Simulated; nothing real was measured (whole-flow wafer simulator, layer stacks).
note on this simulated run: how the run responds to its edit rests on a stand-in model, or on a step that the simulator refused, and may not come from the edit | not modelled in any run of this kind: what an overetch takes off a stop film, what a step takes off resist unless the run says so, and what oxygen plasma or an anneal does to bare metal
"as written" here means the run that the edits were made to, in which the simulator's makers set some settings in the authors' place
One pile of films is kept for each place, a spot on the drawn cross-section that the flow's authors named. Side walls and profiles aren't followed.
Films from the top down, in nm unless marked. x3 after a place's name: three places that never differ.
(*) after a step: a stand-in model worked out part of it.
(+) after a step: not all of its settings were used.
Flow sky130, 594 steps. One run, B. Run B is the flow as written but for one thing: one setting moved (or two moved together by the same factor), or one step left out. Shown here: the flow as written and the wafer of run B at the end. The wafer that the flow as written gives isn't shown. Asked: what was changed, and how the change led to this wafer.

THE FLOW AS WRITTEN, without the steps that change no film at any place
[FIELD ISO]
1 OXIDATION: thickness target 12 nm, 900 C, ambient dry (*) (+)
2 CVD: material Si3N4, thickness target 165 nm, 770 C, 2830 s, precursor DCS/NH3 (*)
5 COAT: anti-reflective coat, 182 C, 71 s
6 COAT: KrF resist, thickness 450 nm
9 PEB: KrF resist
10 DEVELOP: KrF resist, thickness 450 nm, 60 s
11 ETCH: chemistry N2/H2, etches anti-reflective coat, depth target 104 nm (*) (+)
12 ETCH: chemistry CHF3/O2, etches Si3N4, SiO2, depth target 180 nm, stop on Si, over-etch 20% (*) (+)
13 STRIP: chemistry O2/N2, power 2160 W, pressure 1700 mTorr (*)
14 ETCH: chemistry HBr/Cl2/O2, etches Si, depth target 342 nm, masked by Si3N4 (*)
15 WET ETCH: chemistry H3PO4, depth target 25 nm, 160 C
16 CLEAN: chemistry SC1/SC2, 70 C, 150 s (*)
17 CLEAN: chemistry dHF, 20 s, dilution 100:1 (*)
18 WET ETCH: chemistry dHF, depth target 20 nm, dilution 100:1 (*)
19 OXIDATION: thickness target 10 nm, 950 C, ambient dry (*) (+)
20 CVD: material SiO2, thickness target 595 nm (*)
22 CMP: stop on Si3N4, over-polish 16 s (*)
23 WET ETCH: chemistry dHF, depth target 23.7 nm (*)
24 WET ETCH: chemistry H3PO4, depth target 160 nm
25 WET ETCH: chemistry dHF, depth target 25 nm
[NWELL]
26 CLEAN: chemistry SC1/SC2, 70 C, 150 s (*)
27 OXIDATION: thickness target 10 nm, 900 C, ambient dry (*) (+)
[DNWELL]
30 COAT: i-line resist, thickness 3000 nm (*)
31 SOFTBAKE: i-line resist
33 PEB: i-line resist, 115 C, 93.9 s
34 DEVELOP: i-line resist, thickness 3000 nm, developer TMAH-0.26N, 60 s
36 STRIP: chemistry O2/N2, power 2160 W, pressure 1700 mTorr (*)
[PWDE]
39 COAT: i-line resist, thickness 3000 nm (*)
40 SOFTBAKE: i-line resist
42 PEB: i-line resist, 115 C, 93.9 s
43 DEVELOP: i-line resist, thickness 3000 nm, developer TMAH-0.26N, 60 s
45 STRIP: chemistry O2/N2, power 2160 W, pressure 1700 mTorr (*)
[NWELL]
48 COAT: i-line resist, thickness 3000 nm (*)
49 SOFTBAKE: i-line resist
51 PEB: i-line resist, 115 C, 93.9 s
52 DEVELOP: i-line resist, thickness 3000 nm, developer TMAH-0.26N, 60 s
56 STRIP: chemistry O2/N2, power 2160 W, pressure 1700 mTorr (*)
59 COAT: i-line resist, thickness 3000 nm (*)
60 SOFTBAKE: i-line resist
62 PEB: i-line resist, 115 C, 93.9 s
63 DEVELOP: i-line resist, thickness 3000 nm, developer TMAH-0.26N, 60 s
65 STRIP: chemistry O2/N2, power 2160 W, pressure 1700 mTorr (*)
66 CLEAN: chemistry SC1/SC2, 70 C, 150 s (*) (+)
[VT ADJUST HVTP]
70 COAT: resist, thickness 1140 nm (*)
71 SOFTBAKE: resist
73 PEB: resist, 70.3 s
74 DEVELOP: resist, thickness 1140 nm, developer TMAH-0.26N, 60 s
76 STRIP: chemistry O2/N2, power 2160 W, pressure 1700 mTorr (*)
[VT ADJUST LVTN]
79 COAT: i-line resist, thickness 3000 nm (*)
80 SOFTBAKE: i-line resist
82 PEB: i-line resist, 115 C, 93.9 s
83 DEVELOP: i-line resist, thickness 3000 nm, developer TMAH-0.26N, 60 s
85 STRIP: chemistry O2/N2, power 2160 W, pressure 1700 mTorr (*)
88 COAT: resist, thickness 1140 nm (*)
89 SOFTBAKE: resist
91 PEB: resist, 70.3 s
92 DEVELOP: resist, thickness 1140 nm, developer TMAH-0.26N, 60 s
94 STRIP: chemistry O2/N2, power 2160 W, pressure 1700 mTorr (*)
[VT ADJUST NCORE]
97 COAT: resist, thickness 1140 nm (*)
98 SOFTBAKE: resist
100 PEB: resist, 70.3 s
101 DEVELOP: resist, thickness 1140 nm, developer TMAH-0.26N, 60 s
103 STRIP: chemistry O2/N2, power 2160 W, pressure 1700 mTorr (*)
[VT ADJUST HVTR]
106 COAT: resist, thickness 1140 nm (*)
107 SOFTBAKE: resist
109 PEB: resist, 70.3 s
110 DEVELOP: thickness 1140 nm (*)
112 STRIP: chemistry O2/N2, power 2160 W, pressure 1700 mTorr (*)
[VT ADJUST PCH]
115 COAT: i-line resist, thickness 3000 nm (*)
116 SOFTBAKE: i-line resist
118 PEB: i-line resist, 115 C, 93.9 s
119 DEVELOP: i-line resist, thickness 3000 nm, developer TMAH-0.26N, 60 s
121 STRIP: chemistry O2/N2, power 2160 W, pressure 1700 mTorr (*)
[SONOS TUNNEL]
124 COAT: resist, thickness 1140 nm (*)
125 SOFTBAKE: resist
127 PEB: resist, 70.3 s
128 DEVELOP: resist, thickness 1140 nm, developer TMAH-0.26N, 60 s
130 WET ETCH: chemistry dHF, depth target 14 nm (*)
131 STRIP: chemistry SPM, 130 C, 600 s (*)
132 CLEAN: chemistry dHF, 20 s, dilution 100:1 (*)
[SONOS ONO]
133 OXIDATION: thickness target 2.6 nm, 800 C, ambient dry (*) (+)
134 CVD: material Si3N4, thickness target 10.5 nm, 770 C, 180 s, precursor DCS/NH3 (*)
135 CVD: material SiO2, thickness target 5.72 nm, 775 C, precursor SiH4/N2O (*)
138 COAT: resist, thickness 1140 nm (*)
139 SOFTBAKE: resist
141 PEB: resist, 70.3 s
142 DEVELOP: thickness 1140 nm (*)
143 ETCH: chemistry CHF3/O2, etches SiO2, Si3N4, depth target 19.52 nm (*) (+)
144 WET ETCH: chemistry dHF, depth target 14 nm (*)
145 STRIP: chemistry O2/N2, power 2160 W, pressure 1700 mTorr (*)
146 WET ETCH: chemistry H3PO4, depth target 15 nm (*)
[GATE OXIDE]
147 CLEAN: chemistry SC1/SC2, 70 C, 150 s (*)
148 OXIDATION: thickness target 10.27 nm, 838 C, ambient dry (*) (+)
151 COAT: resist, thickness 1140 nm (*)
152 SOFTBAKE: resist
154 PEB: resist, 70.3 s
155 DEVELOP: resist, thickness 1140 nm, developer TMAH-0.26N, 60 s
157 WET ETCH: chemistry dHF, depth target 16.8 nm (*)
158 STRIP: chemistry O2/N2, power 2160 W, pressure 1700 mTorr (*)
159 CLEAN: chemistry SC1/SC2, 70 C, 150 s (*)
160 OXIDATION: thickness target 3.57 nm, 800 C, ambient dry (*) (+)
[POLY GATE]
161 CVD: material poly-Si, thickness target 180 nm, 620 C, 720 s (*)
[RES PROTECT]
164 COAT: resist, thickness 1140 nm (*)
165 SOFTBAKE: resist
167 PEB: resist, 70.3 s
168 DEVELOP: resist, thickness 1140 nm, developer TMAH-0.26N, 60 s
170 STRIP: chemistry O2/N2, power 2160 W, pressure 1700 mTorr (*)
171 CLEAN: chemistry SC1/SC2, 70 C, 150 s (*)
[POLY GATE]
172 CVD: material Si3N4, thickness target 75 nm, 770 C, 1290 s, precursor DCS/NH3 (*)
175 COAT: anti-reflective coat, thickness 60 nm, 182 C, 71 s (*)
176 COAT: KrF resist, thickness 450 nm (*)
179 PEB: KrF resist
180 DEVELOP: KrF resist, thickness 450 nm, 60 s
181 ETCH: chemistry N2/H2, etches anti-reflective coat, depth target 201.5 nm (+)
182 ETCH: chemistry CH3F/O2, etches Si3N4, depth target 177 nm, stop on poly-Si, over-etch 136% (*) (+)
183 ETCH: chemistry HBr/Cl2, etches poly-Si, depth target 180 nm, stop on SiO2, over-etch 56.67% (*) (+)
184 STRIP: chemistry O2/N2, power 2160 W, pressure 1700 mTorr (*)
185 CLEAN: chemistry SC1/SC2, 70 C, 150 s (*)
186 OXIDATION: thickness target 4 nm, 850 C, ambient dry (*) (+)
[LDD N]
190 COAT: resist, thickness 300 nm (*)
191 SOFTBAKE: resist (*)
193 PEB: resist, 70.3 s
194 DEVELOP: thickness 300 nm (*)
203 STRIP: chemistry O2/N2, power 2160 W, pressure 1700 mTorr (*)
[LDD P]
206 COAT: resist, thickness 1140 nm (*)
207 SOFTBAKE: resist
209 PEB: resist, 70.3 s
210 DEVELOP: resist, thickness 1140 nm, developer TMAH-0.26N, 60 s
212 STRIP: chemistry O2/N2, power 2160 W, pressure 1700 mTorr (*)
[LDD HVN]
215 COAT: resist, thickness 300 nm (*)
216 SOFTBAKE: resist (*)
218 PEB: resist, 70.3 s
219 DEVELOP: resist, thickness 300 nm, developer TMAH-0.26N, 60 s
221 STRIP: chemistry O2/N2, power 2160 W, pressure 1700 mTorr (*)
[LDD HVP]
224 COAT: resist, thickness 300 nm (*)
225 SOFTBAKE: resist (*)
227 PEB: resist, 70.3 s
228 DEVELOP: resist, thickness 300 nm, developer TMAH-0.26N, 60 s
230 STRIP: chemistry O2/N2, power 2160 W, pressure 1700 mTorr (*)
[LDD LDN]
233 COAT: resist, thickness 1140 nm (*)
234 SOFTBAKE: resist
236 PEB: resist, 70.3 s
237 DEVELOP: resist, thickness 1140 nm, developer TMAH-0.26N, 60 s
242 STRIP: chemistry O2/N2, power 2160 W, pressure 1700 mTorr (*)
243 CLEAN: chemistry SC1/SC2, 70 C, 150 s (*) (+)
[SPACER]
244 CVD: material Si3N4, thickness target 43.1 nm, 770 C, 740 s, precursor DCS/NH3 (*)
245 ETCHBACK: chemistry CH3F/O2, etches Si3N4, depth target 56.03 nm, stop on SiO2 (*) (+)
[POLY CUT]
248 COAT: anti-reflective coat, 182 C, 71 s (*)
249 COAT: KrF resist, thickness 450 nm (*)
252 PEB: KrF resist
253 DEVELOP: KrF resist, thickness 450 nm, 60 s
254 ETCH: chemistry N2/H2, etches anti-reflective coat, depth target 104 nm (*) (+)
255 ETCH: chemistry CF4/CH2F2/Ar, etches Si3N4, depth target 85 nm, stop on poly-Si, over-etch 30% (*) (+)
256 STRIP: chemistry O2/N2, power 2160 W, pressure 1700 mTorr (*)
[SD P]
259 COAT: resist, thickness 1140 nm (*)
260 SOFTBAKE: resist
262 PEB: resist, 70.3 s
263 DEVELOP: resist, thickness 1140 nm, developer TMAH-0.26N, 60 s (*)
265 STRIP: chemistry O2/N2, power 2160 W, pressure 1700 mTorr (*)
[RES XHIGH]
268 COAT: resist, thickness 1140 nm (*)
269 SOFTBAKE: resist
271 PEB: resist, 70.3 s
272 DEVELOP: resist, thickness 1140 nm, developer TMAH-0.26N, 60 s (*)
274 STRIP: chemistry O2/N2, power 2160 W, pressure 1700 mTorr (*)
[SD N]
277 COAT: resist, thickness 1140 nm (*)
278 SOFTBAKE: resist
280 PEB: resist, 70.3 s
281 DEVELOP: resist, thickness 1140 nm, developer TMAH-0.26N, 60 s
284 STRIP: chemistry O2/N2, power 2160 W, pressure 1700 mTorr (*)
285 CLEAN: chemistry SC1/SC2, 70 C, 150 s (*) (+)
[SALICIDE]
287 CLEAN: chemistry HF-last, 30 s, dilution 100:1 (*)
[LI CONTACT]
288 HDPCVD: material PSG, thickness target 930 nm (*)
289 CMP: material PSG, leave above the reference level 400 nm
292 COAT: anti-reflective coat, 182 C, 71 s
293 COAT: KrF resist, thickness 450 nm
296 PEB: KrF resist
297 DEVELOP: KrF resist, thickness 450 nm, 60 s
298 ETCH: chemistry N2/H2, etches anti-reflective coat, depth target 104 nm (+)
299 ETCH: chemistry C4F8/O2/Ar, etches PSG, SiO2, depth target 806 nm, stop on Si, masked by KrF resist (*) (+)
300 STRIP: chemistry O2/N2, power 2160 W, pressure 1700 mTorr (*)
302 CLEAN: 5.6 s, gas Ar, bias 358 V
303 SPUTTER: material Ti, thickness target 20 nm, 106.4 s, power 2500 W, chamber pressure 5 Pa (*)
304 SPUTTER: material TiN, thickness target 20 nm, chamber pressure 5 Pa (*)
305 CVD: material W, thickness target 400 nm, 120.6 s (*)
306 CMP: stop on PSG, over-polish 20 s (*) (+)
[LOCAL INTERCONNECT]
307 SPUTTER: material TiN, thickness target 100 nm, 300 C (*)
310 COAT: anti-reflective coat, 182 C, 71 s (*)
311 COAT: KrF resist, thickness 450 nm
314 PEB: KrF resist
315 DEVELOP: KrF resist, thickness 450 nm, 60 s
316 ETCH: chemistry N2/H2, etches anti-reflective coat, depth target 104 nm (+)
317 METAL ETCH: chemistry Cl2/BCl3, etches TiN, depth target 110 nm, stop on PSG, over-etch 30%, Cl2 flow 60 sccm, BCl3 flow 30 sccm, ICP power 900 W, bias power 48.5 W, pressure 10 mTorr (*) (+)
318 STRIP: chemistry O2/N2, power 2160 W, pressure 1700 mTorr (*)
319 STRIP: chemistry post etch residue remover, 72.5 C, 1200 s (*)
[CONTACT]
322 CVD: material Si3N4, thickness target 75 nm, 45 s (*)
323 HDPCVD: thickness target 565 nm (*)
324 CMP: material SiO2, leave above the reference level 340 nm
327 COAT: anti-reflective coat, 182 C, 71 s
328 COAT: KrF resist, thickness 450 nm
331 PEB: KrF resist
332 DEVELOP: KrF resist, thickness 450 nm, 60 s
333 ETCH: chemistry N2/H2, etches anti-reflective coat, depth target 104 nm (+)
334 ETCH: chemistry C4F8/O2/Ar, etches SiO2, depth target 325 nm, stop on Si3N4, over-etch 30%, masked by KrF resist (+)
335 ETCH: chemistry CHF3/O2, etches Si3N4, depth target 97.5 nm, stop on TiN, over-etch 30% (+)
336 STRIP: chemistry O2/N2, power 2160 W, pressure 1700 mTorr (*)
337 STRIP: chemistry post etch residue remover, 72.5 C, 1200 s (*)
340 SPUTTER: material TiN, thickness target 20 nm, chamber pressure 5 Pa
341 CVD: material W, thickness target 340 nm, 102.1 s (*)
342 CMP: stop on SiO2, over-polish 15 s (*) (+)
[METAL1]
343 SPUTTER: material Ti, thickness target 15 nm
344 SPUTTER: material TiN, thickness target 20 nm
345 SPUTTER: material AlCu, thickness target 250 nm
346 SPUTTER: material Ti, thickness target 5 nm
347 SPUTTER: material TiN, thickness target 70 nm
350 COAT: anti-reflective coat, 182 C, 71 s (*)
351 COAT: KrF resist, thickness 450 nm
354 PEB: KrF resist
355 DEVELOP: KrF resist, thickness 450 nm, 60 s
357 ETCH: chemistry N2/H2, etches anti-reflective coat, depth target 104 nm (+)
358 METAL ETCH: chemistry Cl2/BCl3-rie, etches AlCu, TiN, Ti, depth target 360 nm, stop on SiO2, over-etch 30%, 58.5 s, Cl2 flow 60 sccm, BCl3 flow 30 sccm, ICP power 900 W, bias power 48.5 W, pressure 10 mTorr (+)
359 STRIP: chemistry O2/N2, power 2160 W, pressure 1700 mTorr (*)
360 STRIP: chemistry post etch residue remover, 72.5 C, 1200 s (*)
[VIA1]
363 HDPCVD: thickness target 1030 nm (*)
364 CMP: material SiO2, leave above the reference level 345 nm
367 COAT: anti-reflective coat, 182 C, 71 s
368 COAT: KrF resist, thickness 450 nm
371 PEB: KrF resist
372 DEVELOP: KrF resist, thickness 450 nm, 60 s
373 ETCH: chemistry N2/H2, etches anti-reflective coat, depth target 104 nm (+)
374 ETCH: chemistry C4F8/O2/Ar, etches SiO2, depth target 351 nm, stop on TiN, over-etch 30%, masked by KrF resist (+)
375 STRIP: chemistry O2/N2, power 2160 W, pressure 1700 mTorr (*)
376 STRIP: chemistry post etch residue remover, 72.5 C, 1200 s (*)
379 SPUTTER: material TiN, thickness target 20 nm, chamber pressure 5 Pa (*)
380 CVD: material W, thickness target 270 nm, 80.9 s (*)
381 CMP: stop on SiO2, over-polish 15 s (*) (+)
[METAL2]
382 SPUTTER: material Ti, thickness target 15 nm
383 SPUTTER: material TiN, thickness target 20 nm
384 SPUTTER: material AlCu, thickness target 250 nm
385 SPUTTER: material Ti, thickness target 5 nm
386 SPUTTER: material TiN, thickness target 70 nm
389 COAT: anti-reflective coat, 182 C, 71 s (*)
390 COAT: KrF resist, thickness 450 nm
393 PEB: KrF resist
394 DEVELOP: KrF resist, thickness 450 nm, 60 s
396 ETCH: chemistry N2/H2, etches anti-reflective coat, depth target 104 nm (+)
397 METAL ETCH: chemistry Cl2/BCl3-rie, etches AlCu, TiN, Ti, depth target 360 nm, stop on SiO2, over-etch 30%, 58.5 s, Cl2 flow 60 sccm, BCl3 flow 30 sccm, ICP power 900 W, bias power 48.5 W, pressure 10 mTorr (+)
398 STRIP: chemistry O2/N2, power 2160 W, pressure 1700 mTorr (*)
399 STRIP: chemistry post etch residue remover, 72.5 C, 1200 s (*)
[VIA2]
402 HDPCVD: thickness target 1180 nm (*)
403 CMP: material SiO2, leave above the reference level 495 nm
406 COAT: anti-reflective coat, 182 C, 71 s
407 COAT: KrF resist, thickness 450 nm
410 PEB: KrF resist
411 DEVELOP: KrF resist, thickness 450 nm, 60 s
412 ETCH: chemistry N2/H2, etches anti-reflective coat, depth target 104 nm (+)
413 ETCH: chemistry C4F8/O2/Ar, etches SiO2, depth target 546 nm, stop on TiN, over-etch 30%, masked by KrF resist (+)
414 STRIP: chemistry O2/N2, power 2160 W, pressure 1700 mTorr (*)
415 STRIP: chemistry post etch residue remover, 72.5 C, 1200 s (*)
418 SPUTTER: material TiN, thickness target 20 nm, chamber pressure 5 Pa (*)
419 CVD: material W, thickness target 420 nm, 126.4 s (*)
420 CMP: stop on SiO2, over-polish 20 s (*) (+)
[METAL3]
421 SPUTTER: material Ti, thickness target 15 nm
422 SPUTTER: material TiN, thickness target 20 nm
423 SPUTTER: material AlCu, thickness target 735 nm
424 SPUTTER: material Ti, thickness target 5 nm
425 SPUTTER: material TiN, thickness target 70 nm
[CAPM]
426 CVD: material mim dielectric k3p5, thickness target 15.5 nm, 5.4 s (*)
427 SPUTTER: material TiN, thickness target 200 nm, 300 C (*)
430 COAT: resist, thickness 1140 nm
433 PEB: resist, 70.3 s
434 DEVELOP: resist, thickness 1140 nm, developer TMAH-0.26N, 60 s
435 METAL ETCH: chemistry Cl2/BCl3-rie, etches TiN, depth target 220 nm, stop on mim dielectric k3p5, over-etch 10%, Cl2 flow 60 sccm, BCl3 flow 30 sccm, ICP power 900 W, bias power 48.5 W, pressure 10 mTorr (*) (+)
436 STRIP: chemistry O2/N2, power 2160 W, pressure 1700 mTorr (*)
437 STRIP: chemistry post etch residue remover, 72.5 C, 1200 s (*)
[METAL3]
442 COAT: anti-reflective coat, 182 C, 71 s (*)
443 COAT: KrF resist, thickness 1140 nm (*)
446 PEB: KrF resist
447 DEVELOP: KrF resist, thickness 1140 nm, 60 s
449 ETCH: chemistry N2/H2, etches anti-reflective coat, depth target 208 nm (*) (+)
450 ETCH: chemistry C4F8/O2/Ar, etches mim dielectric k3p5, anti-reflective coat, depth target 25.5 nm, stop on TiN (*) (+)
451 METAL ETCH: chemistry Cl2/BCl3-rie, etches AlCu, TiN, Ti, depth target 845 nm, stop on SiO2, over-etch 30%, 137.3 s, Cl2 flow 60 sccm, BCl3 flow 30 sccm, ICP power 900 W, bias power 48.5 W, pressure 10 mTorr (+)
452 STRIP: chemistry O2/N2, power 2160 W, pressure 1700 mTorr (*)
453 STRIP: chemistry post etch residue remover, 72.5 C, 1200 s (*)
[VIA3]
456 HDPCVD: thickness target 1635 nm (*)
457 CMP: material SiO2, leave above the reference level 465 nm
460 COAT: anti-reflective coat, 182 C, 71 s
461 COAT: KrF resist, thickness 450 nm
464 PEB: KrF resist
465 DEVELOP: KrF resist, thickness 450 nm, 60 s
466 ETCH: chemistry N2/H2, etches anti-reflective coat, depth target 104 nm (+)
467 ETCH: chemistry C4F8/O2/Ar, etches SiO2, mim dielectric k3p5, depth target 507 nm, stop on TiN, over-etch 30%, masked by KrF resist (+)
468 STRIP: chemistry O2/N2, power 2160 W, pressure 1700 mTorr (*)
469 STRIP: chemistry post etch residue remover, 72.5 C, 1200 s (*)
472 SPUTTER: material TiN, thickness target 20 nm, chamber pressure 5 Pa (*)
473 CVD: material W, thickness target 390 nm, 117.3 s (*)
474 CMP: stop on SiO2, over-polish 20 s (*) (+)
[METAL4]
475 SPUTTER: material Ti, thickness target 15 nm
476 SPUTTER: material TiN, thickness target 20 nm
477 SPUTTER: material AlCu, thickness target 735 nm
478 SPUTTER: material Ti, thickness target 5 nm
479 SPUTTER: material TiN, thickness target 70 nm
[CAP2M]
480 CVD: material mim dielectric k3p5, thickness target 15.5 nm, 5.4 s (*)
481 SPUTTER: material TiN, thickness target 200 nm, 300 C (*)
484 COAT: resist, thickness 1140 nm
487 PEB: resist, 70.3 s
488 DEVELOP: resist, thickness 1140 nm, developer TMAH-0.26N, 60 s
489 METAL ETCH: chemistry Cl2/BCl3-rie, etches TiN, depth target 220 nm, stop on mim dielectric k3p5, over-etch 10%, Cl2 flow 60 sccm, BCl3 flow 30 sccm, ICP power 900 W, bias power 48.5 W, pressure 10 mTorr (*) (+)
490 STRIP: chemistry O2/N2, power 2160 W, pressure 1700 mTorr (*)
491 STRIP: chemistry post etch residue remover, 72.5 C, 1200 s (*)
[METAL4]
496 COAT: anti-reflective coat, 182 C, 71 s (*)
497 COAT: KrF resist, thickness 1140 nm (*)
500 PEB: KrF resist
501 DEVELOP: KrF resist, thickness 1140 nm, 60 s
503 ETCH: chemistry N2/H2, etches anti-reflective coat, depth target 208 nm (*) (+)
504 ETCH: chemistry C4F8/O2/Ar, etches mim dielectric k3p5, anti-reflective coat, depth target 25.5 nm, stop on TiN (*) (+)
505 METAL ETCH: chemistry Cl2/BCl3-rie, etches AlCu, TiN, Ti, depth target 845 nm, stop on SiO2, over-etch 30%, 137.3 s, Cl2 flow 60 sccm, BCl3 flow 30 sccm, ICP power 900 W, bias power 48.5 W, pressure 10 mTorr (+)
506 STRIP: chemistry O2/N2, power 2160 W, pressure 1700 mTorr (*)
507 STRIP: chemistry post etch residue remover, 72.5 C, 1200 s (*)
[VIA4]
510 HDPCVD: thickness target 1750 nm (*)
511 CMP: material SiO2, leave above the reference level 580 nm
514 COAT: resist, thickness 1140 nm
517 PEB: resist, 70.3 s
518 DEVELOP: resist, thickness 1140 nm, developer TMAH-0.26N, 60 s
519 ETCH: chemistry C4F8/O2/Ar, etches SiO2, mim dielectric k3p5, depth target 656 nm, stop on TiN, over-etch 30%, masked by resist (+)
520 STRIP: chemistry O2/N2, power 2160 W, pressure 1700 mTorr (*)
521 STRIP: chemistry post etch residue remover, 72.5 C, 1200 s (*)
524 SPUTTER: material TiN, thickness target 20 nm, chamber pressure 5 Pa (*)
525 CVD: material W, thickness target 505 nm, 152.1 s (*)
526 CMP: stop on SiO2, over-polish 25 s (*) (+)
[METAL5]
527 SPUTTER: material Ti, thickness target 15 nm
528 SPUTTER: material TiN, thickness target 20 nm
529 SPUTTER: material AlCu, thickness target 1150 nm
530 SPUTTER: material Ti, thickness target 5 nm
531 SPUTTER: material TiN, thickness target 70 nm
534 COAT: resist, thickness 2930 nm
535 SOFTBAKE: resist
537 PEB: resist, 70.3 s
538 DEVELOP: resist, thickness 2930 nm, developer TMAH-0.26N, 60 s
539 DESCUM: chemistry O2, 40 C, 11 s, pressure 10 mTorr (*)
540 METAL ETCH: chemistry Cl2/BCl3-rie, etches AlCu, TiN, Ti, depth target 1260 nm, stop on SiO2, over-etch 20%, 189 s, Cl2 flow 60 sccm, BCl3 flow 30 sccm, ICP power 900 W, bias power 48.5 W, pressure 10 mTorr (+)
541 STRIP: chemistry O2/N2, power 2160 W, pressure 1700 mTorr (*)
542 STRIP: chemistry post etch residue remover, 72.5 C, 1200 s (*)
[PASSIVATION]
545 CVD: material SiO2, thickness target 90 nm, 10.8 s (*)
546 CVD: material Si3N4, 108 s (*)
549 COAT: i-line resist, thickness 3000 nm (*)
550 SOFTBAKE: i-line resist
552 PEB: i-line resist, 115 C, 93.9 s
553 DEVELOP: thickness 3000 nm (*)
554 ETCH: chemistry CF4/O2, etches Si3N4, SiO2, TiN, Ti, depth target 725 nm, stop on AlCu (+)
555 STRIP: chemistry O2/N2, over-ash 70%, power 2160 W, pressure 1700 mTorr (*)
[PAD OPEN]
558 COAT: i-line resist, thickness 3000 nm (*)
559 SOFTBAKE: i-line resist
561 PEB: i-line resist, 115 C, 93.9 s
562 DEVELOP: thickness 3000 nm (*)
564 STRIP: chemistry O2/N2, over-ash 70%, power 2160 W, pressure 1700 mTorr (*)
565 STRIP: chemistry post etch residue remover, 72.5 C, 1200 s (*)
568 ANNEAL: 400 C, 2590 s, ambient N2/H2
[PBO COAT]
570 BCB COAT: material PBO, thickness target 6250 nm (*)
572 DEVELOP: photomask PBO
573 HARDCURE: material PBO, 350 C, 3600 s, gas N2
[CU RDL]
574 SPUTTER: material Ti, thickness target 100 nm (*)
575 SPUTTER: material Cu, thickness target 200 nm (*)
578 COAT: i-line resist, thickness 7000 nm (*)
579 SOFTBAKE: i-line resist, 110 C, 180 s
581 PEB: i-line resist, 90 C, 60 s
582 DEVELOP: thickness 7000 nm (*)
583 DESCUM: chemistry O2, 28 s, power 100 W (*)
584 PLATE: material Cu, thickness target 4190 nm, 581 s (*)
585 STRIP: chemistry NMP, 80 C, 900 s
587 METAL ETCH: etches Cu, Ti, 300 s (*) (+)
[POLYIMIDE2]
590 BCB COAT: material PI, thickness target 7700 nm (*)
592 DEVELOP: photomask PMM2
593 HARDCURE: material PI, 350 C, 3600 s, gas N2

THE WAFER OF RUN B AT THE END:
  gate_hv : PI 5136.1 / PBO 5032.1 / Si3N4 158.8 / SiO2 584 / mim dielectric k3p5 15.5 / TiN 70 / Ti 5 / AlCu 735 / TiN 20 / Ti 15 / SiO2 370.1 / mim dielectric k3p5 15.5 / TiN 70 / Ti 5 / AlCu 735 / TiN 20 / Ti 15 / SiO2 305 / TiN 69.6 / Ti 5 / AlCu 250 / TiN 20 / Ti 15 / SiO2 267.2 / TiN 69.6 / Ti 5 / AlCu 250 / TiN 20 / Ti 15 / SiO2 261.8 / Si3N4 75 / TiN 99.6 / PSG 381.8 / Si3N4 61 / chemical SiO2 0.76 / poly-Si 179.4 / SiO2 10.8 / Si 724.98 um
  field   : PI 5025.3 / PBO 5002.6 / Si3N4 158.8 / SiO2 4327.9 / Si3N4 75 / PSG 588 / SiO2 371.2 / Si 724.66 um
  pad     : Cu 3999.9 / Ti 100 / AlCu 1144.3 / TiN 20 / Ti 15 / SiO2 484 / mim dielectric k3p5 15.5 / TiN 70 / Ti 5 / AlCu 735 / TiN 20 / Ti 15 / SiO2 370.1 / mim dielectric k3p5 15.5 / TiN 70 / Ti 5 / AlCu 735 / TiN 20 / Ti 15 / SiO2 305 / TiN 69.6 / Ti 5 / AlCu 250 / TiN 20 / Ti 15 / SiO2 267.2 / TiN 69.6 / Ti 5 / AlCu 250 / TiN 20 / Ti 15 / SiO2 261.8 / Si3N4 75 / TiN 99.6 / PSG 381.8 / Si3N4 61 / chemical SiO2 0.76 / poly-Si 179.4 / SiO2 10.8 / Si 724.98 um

The cause: step 403, CMP: leave above the reference level 384 nm was run, where the flow has leave above the reference level 495 nm.

How the change led to this, step by step:
  403 CMP: material SiO2, leave above the reference level 495 nm
      n_well, p_well, gate_hv and 101 more: SiO2 -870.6 (as written it would be: SiO2 -759.6)
      field, active, gate and 82 more: SiO2 -500.1 (as written it would be: SiO2 -389.1)
      (and at 2 more places)
  413 ETCH: chemistry C4F8/O2/Ar, etches SiO2, depth target 546 nm, stop on TiN, over-etch 30%, masked by KrF resist (+)
      field, active, n_well and 186 more: KrF resist -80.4 (as written it would be: KrF resist -109.2)
      m1: SiO2 -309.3 (all of it) (as written it would be: SiO2 -420.3 (all of it))
      (and at 1 more place)
  414 STRIP: chemistry O2/N2, power 2160 W, pressure 1700 mTorr (*)
      field, active, n_well and 186 more: KrF resist -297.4 (all of it), anti-reflective coat -80 (all of it) (as written it would be: KrF resist -268.6 (all of it), anti-reflective coat -80 (all of it))
  418 SPUTTER: material TiN, thickness target 20 nm, chamber pressure 5 Pa (*)
      m1, via2_hole: TiN +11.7 (as written it would be: TiN +10.2)
  419 CVD: material W, thickness target 420 nm, 126.4 s (*)
      m1: W +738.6 (new film) (as written it would be: W +851.1 (new film))
      via2_hole: W +738.1 (new film) (as written it would be: W +850.7 (new film))
